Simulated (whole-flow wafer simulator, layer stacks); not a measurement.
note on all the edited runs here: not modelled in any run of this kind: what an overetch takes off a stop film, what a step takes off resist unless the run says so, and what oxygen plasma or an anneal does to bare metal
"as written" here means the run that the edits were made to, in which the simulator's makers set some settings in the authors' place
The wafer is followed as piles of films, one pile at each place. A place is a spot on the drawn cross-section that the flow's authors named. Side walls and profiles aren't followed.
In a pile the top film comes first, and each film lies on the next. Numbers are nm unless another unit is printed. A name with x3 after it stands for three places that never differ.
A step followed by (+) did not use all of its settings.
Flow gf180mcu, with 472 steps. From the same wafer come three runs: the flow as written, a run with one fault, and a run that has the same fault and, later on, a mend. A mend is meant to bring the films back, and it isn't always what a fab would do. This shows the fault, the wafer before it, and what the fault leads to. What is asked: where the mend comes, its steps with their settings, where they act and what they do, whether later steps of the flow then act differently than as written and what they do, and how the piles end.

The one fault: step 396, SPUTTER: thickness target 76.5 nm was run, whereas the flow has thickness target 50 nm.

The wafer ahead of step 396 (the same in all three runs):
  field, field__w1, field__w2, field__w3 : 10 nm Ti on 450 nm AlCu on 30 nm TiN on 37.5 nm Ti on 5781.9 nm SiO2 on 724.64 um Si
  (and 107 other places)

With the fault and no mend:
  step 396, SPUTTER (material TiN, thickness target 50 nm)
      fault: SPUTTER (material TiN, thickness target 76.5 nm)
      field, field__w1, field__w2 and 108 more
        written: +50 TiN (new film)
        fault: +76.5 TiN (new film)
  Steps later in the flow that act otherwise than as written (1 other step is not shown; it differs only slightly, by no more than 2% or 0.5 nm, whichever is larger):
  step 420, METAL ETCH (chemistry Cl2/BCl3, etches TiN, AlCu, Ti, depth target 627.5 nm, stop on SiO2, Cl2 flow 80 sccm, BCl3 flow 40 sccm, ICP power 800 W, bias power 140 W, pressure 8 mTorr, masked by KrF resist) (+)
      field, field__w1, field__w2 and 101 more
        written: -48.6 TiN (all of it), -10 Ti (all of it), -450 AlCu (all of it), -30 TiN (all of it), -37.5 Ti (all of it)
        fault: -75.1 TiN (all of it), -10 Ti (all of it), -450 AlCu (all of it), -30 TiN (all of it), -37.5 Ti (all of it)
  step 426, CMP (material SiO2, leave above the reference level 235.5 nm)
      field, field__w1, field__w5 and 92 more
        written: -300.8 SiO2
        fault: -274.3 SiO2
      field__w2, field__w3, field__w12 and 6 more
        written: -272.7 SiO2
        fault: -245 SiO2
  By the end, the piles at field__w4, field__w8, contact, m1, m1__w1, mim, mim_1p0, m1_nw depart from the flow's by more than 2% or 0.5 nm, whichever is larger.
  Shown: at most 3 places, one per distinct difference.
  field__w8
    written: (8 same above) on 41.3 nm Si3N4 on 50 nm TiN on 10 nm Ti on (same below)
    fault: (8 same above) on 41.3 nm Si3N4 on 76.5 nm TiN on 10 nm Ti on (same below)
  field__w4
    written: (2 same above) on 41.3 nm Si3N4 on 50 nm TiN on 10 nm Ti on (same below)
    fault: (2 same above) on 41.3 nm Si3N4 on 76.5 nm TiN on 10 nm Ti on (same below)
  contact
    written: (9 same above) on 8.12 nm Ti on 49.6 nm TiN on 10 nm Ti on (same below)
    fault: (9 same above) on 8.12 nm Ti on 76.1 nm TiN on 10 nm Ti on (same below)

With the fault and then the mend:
  After step 396 comes the mend.
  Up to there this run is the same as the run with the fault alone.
  step 396a, METAL ETCH (chemistry Cl2/BCl3, etches TiN, AlCu, Ti, depth target 26.5 nm, Cl2 flow 80 sccm, BCl3 flow 40 sccm, ICP power 800 W, bias power 140 W, pressure 8 mTorr) (the flow's step 260 again, with other settings)
      field, field__w1, field__w2 and 108 more
        -26.5 TiN
  None of the later steps of the flow acts differently than as written at any place that is followed.
  By the end, the piles equal the flow's at every place that both follow.
